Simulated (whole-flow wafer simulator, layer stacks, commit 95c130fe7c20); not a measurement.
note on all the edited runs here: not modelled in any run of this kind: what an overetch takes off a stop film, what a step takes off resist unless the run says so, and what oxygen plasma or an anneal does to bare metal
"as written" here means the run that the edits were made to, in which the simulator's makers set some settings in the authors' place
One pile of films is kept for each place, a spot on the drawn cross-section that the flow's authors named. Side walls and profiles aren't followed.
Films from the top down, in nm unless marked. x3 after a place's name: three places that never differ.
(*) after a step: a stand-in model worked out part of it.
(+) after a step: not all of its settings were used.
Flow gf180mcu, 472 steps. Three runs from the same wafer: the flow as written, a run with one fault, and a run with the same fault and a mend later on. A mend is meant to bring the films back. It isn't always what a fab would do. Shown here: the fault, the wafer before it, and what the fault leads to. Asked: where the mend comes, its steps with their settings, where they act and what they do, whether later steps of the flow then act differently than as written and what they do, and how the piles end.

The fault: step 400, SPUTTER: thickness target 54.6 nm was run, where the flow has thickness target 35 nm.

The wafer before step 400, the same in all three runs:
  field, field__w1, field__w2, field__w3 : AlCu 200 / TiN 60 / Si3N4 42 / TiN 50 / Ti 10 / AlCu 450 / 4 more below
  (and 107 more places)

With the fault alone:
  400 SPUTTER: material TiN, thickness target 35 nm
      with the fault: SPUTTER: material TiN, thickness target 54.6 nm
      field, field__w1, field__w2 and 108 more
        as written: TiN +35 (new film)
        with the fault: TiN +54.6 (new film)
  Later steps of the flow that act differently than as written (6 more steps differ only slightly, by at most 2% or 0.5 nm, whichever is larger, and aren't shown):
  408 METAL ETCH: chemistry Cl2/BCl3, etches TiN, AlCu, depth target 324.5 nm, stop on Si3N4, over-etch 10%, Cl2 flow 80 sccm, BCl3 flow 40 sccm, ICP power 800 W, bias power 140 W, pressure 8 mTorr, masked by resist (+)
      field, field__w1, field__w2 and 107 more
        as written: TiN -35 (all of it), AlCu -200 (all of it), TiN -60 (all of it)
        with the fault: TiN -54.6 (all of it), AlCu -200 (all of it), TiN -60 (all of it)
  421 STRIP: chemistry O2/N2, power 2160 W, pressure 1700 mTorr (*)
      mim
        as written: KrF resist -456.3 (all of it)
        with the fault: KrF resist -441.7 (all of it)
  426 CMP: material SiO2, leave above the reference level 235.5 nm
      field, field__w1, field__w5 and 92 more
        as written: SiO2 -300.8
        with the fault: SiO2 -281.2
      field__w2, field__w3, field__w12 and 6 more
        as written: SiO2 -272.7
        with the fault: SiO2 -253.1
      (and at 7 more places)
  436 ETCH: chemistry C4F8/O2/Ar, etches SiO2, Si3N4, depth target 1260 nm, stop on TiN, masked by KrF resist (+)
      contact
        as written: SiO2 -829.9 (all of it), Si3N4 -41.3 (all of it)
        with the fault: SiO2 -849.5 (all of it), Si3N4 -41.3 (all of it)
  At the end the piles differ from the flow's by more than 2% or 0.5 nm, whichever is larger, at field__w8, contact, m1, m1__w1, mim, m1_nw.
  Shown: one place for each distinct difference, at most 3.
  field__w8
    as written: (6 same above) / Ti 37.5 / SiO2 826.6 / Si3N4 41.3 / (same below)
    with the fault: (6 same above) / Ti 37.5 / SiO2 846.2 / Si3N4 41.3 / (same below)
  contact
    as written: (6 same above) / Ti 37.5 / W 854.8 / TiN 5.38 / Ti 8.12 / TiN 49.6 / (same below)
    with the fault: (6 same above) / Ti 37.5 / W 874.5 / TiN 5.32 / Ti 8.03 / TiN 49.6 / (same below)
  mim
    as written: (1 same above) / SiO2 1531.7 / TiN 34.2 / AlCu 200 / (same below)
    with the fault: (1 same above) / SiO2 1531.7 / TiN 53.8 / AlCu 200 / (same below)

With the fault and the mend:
  The mend comes after step 400.
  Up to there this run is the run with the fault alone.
  400a METAL ETCH: chemistry Cl2/BCl3, etches TiN, AlCu, Ti, depth target 19.6 nm, Cl2 flow 80 sccm, BCl3 flow 40 sccm, ICP power 800 W, bias power 140 W, pressure 8 mTorr (the flow's step 260 once more, with other settings)
      field, field__w1, field__w2 and 108 more
        TiN -19.6
  No later step of the flow acts differently than as written at any place that is followed.
  At the end the piles are the same as the flow's at every place that both follow.
